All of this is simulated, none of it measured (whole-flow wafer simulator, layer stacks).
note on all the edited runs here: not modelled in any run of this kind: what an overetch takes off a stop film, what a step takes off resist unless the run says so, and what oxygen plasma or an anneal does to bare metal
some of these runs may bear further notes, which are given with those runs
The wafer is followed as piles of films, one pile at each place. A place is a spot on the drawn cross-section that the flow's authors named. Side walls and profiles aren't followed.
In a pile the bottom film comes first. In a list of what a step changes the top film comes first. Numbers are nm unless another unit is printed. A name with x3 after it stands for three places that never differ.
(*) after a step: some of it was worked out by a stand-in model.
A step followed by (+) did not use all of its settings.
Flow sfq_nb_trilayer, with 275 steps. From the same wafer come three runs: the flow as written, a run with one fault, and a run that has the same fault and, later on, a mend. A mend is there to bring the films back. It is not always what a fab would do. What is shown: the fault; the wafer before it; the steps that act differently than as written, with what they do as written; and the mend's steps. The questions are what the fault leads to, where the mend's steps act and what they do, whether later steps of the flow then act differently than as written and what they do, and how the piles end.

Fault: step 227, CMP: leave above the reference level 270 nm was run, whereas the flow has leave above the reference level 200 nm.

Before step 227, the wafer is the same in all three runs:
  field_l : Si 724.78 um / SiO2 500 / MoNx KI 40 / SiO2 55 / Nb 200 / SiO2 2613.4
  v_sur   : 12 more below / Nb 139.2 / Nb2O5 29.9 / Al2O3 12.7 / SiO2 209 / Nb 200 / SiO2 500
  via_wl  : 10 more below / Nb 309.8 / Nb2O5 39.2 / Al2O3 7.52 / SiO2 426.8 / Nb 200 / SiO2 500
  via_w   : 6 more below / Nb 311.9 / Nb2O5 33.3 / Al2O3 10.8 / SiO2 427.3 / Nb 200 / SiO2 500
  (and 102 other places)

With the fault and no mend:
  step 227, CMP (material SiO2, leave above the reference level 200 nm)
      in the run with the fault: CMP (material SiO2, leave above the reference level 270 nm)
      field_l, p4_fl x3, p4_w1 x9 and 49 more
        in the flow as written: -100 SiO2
        in the run with the fault: -30 SiO2
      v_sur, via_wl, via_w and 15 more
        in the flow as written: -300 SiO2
        in the run with the fault: -230 SiO2
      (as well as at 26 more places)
  Steps later in the flow that act otherwise than as written (4 more steps, not shown, differ only slightly: by at most 2% or 0.5 nm, whichever is larger):
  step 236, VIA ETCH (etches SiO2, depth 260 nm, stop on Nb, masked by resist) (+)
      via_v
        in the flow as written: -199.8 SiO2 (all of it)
        in the run with the fault: -260 SiO2
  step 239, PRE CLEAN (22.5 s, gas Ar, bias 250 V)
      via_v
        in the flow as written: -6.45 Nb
        in the run with the fault: -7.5 SiO2
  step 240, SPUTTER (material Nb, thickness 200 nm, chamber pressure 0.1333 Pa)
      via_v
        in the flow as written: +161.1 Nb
        in the run with the fault: +146.9 Nb (new film)
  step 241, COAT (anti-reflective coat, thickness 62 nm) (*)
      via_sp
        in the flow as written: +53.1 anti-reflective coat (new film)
        in the run with the fault: +50 anti-reflective coat (new film)
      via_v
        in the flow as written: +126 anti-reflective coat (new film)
        in the run with the fault: +129.5 anti-reflective coat (new film)
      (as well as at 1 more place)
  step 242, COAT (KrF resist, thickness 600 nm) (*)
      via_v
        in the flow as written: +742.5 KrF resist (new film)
        in the run with the fault: +801.5 KrF resist (new film)
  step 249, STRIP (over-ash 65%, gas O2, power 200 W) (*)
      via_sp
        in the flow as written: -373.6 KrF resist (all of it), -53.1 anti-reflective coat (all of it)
        in the run with the fault: -369.5 KrF resist (all of it), -50 anti-reflective coat (all of it)
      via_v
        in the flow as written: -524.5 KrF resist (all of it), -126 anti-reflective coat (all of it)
        in the run with the fault: -583.4 KrF resist (all of it), -129.5 anti-reflective coat (all of it)
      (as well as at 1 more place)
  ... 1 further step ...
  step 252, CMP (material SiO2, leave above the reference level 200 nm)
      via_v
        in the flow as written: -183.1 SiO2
        in the run with the fault: -157.1 SiO2
  At field_l, v_sur, via_wl and 103 more, the piles at the end differ from the flow's by more than 2% or 0.5 nm, whichever is larger.
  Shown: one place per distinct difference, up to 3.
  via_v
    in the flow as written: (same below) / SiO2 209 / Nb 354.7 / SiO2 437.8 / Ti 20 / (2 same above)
    in the run with the fault: (same below) / SiO2 209 / Nb 200 / SiO2 2.35 / Nb 146.9 / SiO2 513.3 / Ti 20 / (2 same above)
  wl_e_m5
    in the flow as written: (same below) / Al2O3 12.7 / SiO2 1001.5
    in the run with the fault: (same below) / Al2O3 12.7 / SiO2 1071.5
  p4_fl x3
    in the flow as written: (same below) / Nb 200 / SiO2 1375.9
    in the run with the fault: (same below) / Nb 200 / SiO2 1445.9

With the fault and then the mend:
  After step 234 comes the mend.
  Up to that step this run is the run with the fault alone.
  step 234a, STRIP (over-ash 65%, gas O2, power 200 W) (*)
      field_l, v_sur, via_wl and 102 more
        -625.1 KrF resist (all of it), -62 anti-reflective coat (all of it)
      via_v
        -62 anti-reflective coat (all of it)
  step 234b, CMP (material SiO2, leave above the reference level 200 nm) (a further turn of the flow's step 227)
      field_l, v_sur, via_wl and 103 more
        -70 SiO2
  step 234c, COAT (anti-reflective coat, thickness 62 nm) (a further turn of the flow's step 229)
      field_l, v_sur, via_wl and 103 more
        +62 anti-reflective coat (new film)
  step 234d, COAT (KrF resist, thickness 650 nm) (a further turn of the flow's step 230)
      field_l, v_sur, via_wl and 103 more
        +650 KrF resist (new film)
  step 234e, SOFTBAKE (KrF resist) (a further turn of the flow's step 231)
      does not change any film at any place that is followed
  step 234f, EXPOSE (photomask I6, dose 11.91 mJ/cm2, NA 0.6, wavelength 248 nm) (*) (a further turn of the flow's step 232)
      does not change any film at any place that is followed
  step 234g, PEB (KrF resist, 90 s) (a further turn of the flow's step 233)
      field_l, v_sur, via_wl and 103 more
        -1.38 KrF resist
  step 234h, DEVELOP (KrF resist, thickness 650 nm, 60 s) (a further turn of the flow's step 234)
      field_l, v_sur, via_wl and 102 more
        -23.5 KrF resist
      via_v
        -648.6 KrF resist (all of it)
  Later steps of the flow that are run all act as written at every place that is followed.
  At every place that both follow, the piles at the end match the flow's.
